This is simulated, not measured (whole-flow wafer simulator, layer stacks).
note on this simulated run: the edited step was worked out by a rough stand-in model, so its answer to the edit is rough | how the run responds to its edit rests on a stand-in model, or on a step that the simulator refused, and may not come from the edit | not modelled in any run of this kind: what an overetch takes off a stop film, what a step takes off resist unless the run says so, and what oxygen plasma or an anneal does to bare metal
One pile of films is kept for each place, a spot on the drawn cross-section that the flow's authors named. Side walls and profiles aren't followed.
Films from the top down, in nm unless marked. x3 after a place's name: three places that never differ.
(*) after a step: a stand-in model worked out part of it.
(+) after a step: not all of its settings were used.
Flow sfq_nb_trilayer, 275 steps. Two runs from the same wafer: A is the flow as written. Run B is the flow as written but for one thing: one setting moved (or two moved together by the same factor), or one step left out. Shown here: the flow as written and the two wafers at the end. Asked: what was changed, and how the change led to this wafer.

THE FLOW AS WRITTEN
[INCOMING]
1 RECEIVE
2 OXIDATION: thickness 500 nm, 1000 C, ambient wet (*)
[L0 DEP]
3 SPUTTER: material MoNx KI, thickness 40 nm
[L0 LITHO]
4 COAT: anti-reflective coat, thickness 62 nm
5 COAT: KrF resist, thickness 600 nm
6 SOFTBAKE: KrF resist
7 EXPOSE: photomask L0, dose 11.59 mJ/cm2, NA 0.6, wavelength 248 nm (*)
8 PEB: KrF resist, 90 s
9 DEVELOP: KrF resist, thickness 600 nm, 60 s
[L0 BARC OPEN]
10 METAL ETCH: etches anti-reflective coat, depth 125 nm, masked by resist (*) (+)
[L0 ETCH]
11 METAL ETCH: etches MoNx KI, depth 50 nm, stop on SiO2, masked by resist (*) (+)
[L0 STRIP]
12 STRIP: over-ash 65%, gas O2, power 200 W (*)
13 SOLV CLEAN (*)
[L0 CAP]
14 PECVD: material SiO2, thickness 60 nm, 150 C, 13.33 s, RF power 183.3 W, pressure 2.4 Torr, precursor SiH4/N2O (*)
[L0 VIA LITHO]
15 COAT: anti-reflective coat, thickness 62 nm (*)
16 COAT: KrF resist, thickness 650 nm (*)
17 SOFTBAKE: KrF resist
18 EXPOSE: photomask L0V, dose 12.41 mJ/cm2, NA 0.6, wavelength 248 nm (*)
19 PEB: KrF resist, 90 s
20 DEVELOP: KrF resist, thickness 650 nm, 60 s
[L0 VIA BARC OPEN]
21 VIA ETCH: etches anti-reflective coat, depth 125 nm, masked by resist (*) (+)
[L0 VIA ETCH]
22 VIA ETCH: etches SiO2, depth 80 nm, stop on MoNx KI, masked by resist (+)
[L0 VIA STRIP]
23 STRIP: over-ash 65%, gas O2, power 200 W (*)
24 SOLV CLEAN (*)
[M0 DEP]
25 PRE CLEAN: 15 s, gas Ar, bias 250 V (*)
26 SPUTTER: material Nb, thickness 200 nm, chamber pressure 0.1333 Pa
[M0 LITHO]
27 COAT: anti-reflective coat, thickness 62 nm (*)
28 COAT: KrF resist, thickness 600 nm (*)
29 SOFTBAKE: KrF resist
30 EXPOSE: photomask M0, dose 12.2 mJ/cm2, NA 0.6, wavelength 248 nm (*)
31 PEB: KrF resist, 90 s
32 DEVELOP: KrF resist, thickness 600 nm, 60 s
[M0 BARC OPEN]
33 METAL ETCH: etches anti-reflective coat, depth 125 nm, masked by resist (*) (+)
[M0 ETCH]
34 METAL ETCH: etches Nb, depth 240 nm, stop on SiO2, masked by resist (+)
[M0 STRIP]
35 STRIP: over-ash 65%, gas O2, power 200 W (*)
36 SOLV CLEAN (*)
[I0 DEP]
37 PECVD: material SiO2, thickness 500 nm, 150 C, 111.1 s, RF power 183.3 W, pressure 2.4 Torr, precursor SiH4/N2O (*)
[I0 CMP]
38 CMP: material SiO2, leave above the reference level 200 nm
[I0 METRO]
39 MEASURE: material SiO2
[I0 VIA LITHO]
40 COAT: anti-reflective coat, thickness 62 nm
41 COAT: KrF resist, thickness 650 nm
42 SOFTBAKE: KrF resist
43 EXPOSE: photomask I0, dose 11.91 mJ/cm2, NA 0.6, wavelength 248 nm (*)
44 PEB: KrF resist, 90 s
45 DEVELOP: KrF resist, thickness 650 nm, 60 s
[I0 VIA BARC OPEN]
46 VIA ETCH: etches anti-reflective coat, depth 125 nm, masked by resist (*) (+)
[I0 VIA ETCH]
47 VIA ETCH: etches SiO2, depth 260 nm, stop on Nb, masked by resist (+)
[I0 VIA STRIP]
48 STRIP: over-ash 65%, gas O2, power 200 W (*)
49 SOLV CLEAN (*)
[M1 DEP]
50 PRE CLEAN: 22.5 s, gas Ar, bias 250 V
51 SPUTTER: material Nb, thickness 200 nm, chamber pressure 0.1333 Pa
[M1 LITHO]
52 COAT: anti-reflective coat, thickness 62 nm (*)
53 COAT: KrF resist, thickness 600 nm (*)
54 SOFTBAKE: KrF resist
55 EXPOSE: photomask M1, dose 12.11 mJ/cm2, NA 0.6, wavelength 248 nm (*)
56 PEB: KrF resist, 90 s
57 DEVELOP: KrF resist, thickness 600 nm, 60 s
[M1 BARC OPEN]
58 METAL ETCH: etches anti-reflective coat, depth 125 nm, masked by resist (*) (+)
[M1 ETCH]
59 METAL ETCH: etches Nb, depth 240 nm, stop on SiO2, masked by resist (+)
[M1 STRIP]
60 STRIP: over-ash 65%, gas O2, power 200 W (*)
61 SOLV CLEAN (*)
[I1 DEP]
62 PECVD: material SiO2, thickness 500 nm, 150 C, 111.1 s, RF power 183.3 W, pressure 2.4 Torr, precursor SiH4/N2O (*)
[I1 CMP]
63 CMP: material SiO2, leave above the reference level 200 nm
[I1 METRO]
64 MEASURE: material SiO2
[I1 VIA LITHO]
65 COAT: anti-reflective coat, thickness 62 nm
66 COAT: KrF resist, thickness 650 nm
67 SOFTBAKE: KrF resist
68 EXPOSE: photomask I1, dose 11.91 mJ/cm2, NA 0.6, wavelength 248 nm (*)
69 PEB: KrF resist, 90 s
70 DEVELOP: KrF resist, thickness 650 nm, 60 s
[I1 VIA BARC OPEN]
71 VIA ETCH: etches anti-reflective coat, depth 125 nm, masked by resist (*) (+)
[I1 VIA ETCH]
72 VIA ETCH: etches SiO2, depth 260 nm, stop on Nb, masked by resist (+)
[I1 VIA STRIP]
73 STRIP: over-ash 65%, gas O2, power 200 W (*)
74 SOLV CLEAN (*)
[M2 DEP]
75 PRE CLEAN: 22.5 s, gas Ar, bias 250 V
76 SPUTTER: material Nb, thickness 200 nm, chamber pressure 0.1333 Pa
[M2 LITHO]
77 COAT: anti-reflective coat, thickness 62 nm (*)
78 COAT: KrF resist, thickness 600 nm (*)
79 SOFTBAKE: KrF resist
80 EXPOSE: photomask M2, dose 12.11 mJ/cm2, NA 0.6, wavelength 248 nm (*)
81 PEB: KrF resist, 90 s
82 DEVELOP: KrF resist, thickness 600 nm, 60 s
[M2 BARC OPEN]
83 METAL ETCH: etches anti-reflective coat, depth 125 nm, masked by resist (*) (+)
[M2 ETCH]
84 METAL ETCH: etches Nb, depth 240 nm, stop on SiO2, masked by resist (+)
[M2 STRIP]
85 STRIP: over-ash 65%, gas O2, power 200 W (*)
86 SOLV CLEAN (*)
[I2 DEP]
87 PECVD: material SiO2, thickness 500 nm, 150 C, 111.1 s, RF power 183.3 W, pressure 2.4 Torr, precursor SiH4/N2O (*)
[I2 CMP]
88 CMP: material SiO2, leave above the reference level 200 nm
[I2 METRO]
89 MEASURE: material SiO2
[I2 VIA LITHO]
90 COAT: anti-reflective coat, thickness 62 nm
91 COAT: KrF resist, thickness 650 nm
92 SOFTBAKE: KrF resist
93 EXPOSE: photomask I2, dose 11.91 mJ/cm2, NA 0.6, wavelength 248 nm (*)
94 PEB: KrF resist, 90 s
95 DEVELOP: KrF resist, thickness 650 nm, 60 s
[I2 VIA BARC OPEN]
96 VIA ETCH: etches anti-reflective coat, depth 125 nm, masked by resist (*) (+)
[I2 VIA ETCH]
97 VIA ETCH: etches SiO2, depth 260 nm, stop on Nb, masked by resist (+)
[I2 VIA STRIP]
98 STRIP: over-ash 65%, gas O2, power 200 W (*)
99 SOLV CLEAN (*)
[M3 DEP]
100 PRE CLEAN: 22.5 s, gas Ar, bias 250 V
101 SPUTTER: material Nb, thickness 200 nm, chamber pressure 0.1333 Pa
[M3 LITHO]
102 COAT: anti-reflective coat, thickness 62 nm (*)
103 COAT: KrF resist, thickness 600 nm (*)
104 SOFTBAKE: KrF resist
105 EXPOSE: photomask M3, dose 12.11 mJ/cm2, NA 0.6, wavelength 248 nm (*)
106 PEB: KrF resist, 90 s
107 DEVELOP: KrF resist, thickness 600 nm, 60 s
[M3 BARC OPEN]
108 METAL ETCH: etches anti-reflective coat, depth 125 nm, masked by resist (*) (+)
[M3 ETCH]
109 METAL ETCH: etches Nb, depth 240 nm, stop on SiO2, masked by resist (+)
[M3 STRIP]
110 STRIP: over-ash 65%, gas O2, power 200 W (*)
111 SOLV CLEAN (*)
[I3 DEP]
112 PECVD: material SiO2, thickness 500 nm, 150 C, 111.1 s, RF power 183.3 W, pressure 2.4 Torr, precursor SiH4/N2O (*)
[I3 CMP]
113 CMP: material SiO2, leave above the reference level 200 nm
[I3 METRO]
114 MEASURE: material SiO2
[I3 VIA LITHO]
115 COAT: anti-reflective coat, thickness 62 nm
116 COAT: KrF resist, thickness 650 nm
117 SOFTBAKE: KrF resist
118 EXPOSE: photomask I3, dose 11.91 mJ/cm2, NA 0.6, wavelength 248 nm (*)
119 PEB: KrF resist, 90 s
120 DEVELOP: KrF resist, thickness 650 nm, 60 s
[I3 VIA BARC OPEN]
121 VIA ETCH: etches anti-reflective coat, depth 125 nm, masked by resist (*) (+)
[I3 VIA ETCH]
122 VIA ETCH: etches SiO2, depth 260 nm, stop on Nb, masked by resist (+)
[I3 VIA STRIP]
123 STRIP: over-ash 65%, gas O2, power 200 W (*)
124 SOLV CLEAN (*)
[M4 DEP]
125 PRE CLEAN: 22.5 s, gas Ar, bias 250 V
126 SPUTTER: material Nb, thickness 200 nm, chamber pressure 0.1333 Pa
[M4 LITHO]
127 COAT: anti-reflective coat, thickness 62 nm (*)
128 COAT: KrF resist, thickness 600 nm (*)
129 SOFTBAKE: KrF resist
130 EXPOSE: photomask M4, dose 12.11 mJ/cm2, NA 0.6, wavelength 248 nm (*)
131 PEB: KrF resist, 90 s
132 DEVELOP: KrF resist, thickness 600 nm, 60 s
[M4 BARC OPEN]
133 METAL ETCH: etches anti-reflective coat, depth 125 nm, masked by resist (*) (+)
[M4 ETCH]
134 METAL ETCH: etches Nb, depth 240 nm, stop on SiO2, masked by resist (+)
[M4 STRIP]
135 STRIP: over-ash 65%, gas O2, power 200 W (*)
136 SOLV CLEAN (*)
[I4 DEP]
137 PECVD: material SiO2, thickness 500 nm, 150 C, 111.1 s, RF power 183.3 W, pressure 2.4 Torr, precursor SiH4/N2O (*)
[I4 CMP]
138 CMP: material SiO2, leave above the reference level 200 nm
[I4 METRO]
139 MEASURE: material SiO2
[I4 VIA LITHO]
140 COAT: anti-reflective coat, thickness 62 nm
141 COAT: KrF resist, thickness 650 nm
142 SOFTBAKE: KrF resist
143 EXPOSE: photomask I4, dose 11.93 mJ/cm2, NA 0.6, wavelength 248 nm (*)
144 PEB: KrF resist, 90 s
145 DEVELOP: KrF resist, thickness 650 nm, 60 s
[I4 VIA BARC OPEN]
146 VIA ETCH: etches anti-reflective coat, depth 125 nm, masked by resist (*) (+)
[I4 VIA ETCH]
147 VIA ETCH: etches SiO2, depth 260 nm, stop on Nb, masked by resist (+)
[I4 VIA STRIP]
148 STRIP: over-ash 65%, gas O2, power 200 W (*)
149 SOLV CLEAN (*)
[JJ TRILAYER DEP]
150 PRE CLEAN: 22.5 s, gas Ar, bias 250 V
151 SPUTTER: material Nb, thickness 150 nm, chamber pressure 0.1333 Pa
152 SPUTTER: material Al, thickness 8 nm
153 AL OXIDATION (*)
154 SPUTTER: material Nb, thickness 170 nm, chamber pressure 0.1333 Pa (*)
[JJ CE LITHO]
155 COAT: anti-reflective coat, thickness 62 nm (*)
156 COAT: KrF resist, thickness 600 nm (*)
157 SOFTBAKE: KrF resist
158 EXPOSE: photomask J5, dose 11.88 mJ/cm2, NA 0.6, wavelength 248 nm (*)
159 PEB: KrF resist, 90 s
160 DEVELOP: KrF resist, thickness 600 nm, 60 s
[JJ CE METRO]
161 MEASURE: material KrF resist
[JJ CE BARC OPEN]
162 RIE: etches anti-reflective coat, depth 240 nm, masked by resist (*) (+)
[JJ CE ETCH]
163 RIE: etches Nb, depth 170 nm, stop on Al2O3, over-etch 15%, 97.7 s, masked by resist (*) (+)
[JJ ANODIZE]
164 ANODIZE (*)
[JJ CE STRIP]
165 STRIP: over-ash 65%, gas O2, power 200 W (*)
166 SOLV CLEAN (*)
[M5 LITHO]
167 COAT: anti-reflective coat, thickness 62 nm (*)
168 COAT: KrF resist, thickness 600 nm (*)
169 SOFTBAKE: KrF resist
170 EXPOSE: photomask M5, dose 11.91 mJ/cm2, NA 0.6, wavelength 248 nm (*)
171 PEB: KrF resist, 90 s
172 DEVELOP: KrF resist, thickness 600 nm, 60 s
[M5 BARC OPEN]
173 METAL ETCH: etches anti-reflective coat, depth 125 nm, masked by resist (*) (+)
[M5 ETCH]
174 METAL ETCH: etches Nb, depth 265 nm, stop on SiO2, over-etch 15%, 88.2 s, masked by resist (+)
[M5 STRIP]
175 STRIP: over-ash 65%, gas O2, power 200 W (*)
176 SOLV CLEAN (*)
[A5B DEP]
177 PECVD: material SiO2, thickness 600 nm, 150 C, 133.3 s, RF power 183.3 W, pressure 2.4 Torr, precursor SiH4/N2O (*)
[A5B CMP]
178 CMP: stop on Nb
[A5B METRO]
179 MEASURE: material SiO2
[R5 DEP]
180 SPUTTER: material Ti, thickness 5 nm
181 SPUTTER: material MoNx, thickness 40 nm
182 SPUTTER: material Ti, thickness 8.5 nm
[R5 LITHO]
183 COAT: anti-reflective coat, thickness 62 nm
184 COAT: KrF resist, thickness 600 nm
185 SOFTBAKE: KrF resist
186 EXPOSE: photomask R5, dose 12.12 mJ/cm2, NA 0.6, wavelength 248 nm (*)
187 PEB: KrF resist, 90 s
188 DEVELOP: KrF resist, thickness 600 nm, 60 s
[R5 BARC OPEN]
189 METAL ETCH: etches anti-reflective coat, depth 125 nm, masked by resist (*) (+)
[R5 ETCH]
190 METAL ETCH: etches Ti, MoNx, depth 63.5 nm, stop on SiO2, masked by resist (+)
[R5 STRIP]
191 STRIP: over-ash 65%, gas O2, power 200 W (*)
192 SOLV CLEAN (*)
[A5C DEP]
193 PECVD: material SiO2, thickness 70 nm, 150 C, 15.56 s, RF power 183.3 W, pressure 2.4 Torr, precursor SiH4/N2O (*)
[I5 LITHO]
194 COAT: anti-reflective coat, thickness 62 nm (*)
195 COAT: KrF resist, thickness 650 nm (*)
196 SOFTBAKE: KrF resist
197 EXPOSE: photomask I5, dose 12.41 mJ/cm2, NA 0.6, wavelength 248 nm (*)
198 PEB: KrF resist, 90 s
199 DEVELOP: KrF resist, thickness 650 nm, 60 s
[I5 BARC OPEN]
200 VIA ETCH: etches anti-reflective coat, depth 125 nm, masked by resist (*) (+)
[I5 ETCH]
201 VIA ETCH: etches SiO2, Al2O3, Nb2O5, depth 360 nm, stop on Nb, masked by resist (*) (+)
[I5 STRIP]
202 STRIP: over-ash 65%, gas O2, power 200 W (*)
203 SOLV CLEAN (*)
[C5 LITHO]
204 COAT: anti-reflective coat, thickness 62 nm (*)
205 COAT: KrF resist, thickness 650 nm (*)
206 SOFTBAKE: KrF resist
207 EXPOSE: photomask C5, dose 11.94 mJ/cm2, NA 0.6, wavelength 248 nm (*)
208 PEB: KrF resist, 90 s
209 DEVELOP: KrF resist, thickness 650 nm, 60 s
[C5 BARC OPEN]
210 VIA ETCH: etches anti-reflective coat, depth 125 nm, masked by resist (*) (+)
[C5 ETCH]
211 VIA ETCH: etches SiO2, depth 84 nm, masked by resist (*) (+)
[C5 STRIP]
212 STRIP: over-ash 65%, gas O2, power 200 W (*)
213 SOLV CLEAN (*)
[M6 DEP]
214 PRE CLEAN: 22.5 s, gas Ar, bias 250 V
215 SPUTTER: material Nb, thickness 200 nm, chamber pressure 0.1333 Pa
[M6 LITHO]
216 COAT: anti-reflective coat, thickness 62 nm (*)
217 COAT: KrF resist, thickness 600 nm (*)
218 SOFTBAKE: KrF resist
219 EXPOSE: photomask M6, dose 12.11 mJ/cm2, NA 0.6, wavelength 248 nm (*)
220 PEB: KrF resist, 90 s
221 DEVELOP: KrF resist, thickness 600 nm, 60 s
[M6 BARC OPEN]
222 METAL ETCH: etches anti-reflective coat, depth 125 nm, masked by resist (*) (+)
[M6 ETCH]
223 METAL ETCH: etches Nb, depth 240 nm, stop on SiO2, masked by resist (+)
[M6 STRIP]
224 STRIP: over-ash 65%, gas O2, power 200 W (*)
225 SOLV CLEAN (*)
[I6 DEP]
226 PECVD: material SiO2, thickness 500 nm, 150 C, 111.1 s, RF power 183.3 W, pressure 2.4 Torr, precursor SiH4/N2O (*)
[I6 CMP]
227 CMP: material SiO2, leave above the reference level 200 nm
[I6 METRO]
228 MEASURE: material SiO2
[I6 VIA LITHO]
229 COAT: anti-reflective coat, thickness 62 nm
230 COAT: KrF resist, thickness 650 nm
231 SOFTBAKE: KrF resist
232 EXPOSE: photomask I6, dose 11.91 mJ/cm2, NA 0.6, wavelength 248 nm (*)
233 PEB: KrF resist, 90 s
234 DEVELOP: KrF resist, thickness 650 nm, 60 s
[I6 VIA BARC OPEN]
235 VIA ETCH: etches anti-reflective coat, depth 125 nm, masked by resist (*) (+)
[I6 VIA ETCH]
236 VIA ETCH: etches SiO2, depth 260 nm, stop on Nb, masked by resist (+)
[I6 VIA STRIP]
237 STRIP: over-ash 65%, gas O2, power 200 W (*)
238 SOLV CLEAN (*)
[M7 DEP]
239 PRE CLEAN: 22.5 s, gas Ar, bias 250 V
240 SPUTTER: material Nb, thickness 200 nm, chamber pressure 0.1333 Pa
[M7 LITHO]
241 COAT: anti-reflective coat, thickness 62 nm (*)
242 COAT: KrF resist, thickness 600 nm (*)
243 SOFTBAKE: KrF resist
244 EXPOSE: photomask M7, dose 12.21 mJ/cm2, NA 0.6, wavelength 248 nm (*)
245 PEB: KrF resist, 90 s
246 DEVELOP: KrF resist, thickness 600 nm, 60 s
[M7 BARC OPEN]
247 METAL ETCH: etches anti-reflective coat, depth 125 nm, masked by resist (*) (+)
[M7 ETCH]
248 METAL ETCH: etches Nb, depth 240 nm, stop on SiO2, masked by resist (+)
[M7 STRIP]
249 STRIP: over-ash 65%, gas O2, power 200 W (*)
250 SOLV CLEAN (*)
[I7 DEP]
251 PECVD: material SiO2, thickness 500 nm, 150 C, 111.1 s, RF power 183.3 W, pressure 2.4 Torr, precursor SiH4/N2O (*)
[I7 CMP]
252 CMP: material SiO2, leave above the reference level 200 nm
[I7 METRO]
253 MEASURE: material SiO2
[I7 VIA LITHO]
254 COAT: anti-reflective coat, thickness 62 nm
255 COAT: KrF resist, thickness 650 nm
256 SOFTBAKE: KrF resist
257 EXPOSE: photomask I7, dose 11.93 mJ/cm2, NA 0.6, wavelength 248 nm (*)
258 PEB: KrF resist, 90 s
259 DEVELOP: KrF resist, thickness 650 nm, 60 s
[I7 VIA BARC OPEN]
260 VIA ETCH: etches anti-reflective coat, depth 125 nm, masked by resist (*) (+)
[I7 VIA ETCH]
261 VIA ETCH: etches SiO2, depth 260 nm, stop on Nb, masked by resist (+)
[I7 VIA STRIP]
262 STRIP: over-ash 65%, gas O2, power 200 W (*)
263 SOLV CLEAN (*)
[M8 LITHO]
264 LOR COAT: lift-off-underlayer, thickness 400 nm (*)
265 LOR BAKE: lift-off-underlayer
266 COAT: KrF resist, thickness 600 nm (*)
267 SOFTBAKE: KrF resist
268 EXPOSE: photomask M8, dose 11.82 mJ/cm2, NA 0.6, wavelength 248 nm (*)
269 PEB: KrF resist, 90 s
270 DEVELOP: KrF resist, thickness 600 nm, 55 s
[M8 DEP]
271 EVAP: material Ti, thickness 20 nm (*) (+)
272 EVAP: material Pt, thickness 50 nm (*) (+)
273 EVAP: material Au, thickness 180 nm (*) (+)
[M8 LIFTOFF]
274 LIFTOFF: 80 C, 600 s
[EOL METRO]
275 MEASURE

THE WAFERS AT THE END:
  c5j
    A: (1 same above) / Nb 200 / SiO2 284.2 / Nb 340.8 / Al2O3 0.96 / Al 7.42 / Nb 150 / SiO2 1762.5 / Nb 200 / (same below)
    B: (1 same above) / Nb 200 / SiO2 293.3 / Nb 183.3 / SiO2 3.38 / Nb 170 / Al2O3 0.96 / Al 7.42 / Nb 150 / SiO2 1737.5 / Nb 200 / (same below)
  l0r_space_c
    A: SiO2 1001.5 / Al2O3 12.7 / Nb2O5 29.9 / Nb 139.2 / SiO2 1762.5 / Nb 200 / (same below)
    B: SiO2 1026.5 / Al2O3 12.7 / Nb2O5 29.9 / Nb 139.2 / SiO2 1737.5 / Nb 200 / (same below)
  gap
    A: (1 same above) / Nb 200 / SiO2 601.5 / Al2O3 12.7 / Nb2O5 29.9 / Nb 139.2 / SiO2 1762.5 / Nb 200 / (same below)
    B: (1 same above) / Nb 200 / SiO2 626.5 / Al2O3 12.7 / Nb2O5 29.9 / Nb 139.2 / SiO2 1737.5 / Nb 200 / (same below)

The cause: step 137, PECVD: thickness 375 nm was run, where the flow has thickness 500 nm; step 137, PECVD: 83.33 s was run, where the flow has 111.1 s.

How the change led to this, step by step:
  137 PECVD: material SiO2, thickness 500 nm, 150 C, 111.1 s, RF power 183.3 W, pressure 2.4 Torr, precursor SiH4/N2O (*)
      field_l, be, be_sur and 55 more: A SiO2 +500 | B SiO2 +375
      v_sur, via_wl, via_w and 35 more: A SiO2 +500 (new film) | B SiO2 +375 (new film)
      (and at 10 more places)
  138 CMP: material SiO2, leave above the reference level 200 nm
      field_l, be, be_sur and 55 more: A SiO2 -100 | B nothing
      p3_s0, p3_s1, p3_s2, p3_s3, p3_s4, p3_s5: A SiO2 -157.1 | B nothing
      (and at 42 more places)
  140 COAT: anti-reflective coat, thickness 62 nm
      p3_fr, m0r_space_l, m0r_space_r, m6r_space_l, m6r_space_r, m7r_space_l, m7r_space_r: A anti-reflective coat +62 (new film) | B anti-reflective coat +65.5 (new film)
      p3_s0, p3_s1, p3_s2, p3_s3, p3_s4, p3_s5: A anti-reflective coat +62 (new film) | B anti-reflective coat +70.4 (new film)
      (and at 45 more places)
  146 VIA ETCH: etches anti-reflective coat, depth 125 nm, masked by resist (*) (+)
      field_l, v_sur, via_sp and 100 more: A KrF resist -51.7 | B KrF resist -50.1
      via_wl, via_w: A anti-reflective coat -62 (all of it), SiO2 -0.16 | B anti-reflective coat -60.1 (all of it), SiO2 -0.15
      (and at 1 more place)
  148 STRIP: over-ash 65%, gas O2, power 200 W (*)
      m0r_space_l, m0r_space_r, m6r_space_l, m6r_space_r, m7r_space_l, m7r_space_r: A KrF resist -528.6 (all of it), anti-reflective coat -62 (all of it) | B KrF resist -532.8 (all of it), anti-reflective coat -65.5 (all of it)
      p3_s2, p3_s3: A KrF resist -528.6 (all of it), anti-reflective coat -62 (all of it) | B KrF resist -534.4 (all of it), anti-reflective coat -70.4 (all of it)
      (and at 47 more places)
  155 COAT: anti-reflective coat, thickness 62 nm (*)
      p3_fr, m0r_space_l, m0r_space_r, m6r_space_l, m6r_space_r, m7r_space_l, m7r_space_r: A anti-reflective coat +62 (new film) | B anti-reflective coat +65.1 (new film)
      p3_l1, p3_l2, p3_l3, p3_l4, p3_l5, p3_l6: A anti-reflective coat +62 (new film) | B anti-reflective coat +55.5 (new film)
      (and at 42 more places)
  162 RIE: etches anti-reflective coat, depth 240 nm, masked by resist (*) (+)
      p3_fr, m0r_space_l, m0r_space_r, m6r_space_l, m6r_space_r, m7r_space_l, m7r_space_r: A anti-reflective coat -62 (all of it) | B anti-reflective coat -65.1 (all of it)
      p3_l1, p3_l2, p3_l3, p3_l4, p3_l5, p3_l6: A anti-reflective coat -62 (all of it) | B anti-reflective coat -55.5 (all of it)
      (and at 42 more places)
  167 COAT: anti-reflective coat, thickness 62 nm (*)
      p3_s0, p3_s1, p3_s2, p3_s3, p3_s4: A anti-reflective coat +62 (new film) | B anti-reflective coat +67.5 (new film)
      lsp_l, m0r_space_l, m6r_space_l, m7r_space_l: A anti-reflective coat +62 (new film) | B anti-reflective coat +64.7 (new film)
      (and at 44 more places)
  173 METAL ETCH: etches anti-reflective coat, depth 125 nm, masked by resist (*) (+)
      p3_s0, p3_s1, p3_s2, p3_s3, p3_s4: A anti-reflective coat -62 (all of it), Al2O3 -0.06 | B anti-reflective coat -67.5 (all of it), Al2O3 -0.05
      p3_l1, p3_l2, p3_l3: A anti-reflective coat -62 (all of it), Al2O3 -0.06 | B anti-reflective coat -54.3 (all of it), Al2O3 -0.08
      (and at 22 more places)
  175 STRIP: over-ash 65%, gas O2, power 200 W (*)
      m0r_space_l, m6r_space_l, m7r_space_l: A KrF resist -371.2 (all of it), anti-reflective coat -62 (all of it) | B KrF resist -373.3 (all of it), anti-reflective coat -64.7 (all of it)
      m0r_space_r, m6r_space_r, m7r_space_r: A KrF resist -371.2 (all of it), anti-reflective coat -62 (all of it) | B KrF resist -373.2 (all of it), anti-reflective coat -64.8 (all of it)
      (and at 19 more places)
  178 CMP: stop on Nb
      ce_l, c5j, ce_r: A SiO2 -600 (all of it) | B SiO2 -575
      be, be_sur, gap and 34 more: A SiO2 -453.5 | B SiO2 -428.5
      (and at 27 more places)
  190 METAL ETCH: etches Ti, MoNx, depth 63.5 nm, stop on SiO2, masked by resist (+)
      ce_l, c5j, ce_r: A Ti -8.5 (all of it), MoNx -40 (all of it), Ti -5 (all of it), Nb -10 | B Ti -8.5 (all of it), MoNx -40 (all of it), Ti -5 (all of it)
  193 PECVD: material SiO2, thickness 70 nm, 150 C, 15.56 s, RF power 183.3 W, pressure 2.4 Torr, precursor SiH4/N2O (*)
      ce_l, c5j, ce_r: A SiO2 +70 (new film) | B SiO2 +70
  194 COAT: anti-reflective coat, thickness 62 nm (*)
      jj_sur: A anti-reflective coat +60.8 (new film) | B anti-reflective coat +62.8 (new film)
      ce_l: A anti-reflective coat +67.2 (new film) | B anti-reflective coat +62.7 (new film)
      (and at 3 more places)
  201 VIA ETCH: etches SiO2, Al2O3, Nb2O5, depth 360 nm, stop on Nb, masked by resist (*) (+)
      be: A SiO2 -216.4 (all of it), Al2O3 -12.7 (all of it), Nb2O5 -29.9 (all of it) | B SiO2 -241.3 (all of it), Al2O3 -12.6 (all of it), Nb2O5 -30.2 (all of it)
  202 STRIP: over-ash 65%, gas O2, power 200 W (*)
      jj_sur: A KrF resist -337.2 (all of it), anti-reflective coat -60.8 (all of it) | B KrF resist -336.9 (all of it), anti-reflective coat -62.8 (all of it)
      ce_l: A KrF resist -341.5 (all of it), anti-reflective coat -67.2 (all of it) | B KrF resist -337.9 (all of it), anti-reflective coat -62.7 (all of it)
      (and at 3 more places)
  ... 11 more steps ...
  227 CMP: material SiO2, leave above the reference level 200 nm
      ce_l, ce_r: A SiO2 -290 | B SiO2 -300
      c5j: A SiO2 -223 | B SiO2 -233
Counting metal films that touch as one body, c5j has 5 bodies (between them, from the top down: SiO2 293.3; SiO2 3.38; Al2O3 0.96; SiO2 1737.5); the flow as written gives 4 bodies (between them, from the top down: SiO2 284.2; Al2O3 0.96; SiO2 1762.5).
